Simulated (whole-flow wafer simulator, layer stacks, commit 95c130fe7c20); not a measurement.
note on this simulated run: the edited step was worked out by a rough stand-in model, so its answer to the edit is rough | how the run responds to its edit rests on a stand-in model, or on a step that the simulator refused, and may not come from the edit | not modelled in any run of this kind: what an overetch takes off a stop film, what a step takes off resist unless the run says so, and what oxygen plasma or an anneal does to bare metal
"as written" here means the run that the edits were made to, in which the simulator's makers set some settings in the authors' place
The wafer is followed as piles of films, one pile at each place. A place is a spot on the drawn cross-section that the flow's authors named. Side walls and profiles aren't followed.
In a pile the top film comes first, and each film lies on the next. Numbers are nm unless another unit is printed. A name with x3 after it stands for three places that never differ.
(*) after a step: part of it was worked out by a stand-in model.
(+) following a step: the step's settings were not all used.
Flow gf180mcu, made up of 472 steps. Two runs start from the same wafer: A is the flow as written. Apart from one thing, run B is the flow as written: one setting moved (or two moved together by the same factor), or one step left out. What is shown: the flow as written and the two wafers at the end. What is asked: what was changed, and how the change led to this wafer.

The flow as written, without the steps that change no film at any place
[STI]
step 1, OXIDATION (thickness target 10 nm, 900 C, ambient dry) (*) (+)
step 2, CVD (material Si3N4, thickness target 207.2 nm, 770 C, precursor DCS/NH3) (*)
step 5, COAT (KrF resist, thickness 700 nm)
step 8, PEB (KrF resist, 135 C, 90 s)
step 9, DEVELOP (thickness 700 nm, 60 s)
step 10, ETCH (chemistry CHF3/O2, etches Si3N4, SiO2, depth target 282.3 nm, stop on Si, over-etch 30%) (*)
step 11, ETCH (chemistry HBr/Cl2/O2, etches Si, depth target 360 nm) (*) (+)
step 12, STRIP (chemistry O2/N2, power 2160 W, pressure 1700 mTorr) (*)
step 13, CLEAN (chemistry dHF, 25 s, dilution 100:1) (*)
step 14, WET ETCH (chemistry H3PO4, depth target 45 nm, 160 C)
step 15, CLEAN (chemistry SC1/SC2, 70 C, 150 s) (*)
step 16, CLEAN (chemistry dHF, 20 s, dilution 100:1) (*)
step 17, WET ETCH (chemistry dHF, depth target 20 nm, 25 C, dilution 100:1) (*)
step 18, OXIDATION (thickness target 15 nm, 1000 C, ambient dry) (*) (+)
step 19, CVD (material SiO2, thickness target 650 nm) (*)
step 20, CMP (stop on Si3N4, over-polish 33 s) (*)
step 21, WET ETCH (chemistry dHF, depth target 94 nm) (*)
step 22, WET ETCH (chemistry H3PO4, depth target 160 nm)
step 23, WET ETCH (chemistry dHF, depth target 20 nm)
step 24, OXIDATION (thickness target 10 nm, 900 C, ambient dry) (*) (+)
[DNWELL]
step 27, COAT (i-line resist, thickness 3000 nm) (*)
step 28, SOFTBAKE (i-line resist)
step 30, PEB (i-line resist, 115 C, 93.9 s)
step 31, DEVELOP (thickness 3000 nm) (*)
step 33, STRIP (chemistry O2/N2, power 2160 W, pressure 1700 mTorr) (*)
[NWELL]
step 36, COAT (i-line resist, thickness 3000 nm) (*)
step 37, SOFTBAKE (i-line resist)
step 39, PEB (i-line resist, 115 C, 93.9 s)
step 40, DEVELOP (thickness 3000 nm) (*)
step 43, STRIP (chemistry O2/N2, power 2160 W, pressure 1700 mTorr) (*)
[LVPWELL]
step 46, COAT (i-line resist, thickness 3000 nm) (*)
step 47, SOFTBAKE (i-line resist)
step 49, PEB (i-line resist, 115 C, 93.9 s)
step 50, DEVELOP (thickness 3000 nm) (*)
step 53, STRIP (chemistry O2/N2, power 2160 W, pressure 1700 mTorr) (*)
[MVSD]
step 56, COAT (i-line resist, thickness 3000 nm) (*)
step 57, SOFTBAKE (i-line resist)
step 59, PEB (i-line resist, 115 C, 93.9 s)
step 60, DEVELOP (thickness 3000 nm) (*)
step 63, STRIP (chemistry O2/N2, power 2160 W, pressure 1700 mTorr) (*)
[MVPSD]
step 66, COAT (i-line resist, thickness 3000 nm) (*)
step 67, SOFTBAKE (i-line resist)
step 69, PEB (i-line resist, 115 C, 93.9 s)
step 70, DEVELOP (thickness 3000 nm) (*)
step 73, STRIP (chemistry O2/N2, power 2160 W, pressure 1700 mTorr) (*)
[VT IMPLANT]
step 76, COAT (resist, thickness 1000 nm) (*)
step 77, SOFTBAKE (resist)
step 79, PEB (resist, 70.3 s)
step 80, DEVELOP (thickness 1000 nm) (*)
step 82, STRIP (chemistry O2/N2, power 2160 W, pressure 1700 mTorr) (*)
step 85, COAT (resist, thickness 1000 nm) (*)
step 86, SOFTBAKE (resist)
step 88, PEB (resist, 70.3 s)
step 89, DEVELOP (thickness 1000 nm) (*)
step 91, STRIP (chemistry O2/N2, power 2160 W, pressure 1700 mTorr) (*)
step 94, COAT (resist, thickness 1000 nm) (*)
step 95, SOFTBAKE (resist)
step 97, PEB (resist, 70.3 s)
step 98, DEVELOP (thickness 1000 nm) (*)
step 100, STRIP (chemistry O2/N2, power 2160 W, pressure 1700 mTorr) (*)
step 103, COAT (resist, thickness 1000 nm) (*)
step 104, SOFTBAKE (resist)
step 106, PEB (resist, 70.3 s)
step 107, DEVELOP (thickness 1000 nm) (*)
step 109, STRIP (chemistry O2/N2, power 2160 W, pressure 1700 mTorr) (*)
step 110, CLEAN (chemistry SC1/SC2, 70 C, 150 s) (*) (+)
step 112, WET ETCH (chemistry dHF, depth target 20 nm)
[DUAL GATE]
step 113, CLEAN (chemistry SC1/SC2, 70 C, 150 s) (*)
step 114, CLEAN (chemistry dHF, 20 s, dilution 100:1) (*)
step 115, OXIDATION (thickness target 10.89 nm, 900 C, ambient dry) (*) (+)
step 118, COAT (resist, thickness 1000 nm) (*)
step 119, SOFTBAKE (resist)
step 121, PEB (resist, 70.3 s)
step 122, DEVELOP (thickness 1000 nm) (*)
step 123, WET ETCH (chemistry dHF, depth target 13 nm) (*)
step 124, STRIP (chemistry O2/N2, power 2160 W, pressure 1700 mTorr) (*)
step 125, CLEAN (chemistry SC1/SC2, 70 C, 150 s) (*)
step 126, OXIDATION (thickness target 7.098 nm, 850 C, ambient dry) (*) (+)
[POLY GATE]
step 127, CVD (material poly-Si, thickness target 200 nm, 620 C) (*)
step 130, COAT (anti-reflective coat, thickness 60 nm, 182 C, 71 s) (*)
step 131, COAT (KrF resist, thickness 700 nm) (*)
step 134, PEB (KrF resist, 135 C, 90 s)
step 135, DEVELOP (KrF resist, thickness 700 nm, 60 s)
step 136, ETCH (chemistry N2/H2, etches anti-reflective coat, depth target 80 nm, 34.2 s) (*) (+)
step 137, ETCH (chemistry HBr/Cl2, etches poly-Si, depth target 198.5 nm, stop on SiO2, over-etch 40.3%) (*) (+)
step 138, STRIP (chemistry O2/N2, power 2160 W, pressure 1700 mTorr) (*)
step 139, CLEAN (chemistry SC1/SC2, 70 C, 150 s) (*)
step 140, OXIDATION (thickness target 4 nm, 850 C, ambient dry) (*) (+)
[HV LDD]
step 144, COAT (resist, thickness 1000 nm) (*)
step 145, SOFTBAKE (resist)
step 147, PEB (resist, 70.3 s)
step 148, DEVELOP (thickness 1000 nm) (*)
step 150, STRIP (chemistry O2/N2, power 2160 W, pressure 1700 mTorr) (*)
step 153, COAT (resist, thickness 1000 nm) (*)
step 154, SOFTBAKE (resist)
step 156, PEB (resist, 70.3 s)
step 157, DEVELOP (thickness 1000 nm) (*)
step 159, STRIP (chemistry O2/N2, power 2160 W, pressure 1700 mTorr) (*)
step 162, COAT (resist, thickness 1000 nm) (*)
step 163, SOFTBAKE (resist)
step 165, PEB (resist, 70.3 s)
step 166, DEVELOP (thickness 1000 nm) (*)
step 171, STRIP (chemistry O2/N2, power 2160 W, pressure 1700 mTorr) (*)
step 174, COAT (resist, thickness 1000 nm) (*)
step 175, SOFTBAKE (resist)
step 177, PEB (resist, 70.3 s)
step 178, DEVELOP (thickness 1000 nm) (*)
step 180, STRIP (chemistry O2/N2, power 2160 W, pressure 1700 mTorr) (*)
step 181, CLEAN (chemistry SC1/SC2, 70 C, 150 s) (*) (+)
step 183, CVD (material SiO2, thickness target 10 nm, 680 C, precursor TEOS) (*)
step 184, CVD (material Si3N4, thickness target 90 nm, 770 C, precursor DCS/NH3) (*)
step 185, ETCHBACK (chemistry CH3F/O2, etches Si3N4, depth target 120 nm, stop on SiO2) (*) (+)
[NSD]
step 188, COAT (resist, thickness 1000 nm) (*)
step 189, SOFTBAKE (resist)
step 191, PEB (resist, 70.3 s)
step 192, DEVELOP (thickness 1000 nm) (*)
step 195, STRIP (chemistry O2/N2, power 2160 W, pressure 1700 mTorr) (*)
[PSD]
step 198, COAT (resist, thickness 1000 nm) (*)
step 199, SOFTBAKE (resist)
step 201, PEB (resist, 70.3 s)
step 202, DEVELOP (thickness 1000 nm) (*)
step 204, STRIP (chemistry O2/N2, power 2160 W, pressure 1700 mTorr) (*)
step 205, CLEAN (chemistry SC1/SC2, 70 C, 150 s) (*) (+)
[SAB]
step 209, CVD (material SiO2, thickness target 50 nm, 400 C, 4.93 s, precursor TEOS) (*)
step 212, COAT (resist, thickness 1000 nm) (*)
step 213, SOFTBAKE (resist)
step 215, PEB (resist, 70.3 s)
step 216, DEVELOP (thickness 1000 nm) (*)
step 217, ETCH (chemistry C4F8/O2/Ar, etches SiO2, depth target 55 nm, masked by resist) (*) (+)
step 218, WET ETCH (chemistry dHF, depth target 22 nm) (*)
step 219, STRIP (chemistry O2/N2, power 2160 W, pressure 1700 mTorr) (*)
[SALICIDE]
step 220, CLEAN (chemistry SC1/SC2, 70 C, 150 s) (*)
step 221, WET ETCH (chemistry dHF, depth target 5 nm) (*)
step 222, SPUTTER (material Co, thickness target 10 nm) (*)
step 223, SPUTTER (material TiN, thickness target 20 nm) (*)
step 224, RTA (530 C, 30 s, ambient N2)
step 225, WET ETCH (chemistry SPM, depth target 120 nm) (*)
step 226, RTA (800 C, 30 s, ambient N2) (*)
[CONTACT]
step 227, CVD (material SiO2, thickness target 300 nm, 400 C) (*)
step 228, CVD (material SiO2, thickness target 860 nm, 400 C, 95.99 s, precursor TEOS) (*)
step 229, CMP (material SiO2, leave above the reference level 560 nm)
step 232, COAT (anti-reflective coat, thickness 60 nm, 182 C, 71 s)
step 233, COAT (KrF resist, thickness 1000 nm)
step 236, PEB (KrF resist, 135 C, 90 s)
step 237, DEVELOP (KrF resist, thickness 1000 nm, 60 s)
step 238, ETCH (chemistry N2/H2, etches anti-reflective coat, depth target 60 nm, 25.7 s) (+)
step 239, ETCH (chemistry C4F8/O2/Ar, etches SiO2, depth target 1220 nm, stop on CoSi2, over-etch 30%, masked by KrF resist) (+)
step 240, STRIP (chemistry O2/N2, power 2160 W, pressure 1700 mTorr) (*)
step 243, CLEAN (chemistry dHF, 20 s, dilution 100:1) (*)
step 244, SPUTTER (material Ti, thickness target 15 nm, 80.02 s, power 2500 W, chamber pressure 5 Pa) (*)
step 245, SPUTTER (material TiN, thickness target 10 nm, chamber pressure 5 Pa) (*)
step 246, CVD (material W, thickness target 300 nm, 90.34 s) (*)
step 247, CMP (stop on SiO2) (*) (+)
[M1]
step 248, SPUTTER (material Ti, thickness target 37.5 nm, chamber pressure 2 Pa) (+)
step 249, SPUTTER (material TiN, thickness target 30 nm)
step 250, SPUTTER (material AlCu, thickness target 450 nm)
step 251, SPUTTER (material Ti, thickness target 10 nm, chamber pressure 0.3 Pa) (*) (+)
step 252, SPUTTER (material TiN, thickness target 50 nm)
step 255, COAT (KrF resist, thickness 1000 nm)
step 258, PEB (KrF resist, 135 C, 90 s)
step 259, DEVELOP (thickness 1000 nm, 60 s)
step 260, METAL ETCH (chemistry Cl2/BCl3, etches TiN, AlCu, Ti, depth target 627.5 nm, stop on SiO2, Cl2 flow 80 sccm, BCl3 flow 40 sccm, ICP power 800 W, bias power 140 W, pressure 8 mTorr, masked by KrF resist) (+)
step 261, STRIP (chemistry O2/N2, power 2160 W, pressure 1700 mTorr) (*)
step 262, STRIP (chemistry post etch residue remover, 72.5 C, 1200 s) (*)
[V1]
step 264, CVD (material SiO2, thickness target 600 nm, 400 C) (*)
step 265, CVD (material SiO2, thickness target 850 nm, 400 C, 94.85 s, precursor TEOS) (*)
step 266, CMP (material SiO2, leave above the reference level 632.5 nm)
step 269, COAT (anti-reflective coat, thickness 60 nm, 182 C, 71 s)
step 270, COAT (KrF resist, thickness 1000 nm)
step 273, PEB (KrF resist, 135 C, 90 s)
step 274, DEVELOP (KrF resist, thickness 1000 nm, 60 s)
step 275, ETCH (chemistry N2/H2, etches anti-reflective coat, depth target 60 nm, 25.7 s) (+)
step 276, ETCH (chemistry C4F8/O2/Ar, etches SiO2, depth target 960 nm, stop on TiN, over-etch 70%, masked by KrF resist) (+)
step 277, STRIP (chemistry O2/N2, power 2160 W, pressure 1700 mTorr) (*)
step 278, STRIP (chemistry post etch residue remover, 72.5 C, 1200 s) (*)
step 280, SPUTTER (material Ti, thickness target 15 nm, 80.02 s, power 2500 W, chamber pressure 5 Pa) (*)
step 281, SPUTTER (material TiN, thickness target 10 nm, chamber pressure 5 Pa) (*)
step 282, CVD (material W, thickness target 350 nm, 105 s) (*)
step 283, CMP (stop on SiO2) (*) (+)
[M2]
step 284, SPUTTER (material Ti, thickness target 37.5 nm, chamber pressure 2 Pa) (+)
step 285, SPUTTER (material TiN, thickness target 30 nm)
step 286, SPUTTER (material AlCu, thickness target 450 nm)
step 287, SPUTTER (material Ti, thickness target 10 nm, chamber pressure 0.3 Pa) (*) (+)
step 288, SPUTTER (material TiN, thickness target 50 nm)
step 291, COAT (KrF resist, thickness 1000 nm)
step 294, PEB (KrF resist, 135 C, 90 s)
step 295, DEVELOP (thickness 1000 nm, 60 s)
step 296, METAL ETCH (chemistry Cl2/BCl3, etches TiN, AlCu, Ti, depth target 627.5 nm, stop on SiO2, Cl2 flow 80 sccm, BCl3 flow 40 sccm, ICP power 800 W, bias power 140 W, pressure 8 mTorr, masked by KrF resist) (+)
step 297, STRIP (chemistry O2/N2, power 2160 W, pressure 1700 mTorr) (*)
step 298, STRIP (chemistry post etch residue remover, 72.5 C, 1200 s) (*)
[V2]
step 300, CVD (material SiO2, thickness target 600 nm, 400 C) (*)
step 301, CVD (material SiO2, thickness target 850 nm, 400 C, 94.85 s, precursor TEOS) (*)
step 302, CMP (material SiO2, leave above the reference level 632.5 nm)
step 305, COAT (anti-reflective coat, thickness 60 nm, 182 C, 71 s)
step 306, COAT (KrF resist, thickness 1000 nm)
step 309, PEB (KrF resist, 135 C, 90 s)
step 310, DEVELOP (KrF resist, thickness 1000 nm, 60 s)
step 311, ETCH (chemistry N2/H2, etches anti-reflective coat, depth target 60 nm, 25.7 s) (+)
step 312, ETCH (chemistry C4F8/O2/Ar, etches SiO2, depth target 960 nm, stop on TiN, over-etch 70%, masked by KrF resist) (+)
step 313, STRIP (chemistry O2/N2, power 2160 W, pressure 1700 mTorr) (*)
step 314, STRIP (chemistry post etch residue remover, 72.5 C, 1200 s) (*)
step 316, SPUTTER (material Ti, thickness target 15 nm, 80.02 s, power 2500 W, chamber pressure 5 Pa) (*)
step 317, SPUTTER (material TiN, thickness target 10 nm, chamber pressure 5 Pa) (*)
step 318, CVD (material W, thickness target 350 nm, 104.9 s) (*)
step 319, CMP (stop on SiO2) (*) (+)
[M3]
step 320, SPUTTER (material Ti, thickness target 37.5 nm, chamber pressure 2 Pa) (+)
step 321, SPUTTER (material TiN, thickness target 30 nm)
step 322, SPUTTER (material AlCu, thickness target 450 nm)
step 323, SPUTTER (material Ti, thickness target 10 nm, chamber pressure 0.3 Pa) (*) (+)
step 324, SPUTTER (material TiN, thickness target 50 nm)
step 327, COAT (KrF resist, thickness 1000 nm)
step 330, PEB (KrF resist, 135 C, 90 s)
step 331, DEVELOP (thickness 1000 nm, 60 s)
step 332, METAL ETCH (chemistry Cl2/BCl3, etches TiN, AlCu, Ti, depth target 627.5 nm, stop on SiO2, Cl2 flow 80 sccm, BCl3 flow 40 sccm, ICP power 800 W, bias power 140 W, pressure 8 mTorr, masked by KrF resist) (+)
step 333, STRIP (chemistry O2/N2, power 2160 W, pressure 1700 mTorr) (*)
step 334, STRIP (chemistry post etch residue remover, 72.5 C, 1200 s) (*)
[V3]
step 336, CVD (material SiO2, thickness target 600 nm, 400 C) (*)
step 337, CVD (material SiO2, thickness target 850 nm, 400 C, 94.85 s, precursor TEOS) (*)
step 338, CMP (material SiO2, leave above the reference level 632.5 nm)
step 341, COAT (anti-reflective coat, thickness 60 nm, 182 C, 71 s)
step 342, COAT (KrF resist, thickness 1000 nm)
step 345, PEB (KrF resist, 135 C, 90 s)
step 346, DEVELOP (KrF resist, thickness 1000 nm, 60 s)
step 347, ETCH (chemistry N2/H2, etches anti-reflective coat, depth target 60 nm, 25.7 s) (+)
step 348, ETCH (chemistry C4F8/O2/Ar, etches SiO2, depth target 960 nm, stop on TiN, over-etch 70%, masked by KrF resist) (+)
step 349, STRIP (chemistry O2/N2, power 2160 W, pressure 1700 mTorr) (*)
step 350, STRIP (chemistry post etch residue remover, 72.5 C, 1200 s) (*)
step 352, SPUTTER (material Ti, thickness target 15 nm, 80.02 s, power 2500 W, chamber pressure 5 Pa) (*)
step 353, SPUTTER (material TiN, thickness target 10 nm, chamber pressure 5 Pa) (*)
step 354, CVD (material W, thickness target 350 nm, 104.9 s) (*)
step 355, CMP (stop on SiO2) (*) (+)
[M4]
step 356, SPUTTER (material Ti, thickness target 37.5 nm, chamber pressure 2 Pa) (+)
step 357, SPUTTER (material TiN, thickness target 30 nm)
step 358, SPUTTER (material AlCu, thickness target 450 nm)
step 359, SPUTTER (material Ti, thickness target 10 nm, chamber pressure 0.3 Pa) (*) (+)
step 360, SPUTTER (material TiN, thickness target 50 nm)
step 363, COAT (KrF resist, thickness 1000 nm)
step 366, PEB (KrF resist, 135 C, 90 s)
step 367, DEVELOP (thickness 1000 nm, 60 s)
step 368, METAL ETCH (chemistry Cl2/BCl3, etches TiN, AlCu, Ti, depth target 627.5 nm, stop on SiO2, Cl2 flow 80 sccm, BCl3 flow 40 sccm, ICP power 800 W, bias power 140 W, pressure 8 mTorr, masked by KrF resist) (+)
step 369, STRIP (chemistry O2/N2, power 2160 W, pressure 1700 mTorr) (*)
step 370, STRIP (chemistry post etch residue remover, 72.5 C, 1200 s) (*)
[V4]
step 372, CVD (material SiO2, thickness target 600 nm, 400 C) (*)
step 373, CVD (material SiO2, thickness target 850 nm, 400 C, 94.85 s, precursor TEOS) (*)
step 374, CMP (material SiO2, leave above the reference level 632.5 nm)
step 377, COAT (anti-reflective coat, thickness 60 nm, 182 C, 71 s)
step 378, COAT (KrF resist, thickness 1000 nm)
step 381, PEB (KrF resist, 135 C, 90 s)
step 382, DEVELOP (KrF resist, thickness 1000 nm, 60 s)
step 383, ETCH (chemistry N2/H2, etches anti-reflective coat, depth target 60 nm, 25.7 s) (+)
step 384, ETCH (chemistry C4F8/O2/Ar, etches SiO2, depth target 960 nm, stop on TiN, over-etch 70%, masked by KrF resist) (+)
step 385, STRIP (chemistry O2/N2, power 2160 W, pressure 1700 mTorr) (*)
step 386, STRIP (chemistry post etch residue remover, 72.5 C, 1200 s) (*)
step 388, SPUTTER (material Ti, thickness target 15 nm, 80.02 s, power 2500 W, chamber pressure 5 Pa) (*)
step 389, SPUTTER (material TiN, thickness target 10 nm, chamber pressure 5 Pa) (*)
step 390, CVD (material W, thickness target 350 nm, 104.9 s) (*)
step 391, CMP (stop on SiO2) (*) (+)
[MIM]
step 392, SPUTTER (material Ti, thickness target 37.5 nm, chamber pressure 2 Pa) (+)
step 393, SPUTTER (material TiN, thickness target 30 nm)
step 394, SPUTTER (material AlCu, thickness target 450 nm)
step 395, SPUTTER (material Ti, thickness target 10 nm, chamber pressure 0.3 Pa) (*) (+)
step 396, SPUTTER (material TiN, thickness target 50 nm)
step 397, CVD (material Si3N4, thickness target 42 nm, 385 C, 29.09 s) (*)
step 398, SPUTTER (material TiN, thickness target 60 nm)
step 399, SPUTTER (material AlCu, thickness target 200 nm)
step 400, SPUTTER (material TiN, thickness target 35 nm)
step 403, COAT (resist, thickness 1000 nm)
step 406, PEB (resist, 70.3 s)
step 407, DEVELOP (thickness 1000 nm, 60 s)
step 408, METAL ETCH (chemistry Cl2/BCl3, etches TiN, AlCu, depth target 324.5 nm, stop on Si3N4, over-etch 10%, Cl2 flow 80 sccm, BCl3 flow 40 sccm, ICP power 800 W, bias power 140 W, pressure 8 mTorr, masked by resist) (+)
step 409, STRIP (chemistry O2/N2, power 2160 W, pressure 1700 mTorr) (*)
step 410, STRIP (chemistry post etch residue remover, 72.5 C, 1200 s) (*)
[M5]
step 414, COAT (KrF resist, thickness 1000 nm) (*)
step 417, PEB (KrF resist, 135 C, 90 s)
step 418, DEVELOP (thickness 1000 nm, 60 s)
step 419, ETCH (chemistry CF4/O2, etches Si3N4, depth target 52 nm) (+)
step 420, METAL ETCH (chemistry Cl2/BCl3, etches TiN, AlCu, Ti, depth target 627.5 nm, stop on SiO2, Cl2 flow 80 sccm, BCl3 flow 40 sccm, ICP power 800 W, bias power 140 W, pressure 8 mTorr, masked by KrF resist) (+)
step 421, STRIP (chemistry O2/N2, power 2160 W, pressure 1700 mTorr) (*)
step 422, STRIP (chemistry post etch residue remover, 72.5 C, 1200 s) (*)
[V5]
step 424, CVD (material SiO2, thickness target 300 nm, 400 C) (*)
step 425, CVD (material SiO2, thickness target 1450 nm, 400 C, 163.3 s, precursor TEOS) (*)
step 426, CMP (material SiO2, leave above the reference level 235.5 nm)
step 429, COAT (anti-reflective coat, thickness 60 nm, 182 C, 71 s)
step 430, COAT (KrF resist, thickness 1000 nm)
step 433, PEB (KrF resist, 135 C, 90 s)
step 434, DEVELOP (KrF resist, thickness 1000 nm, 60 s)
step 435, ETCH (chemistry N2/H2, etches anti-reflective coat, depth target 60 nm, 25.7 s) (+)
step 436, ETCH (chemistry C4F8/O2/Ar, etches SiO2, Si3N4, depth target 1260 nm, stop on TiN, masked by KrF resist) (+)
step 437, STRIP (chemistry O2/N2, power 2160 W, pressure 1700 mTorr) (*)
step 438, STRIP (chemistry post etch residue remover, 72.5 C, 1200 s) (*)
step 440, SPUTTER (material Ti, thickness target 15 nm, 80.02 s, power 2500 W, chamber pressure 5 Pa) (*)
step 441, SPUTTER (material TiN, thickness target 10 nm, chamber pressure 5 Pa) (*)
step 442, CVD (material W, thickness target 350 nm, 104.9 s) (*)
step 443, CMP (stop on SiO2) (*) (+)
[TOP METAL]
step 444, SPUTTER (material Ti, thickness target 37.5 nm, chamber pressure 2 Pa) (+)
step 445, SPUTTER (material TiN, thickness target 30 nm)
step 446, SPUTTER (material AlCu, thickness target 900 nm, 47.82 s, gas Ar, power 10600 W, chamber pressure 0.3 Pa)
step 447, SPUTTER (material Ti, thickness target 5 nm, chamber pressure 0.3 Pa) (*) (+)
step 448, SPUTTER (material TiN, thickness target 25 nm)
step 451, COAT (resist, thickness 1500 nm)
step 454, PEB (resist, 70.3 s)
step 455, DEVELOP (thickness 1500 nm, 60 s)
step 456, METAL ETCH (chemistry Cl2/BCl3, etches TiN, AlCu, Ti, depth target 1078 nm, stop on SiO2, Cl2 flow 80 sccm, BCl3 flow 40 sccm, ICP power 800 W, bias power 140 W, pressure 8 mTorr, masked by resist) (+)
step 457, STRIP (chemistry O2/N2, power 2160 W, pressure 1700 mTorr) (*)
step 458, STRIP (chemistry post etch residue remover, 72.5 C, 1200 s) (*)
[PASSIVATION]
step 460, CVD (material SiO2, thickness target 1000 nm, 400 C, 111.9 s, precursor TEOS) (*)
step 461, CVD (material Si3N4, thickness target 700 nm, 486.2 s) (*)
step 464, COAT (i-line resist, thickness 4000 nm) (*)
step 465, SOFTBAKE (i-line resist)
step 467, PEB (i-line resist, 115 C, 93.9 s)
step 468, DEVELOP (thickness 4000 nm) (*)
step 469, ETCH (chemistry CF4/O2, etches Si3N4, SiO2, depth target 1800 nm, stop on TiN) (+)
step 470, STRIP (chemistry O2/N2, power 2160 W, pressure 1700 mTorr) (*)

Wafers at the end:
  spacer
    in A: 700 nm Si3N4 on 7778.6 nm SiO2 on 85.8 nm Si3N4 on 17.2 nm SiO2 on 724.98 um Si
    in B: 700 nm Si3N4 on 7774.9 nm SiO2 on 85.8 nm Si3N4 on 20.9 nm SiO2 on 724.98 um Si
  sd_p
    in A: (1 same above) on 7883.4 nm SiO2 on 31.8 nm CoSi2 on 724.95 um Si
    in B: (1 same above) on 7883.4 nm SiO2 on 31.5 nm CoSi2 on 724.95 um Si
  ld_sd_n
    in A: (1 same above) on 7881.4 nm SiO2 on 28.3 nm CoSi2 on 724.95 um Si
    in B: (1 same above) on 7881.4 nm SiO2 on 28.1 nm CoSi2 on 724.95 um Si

The reason: step 183, CVD: thickness target 13.7 nm was run, whereas the flow has thickness target 10 nm.

How this came from the change, step by step:
  step 183, CVD (material SiO2, thickness target 10 nm, 680 C, precursor TEOS) (*)
      field, field__w1, field__w2 and 99 more: A SiO2 gains 10 | B SiO2 gains 13.7
      ld_drift_p: A SiO2 gains 9.87 | B SiO2 gains 13.5
      (also at 1 further place)
  step 189, SOFTBAKE (resist)
      field__w9: A resist gains 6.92 | B resist loses 3.09
      field_sub__w1: A resist gains 7.47 | B resist gains 9.73
  step 199, SOFTBAKE (resist)
      field__w9: A resist gains 6.92 | B resist loses 3.09
      field_sub__w1: A resist gains 7.47 | B resist gains 9.73
  step 218, WET ETCH (chemistry dHF, depth target 22 nm) (*)
      gate, gate_hv, gate_p and 23 more: A SiO2 loses 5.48 (all of it) | B SiO2 loses 9.18 (all of it)
      field__w7, field__w8, field__w11 and 14 more: A SiO2 loses 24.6 | B SiO2 loses 25.2
      (also at 37 further places)
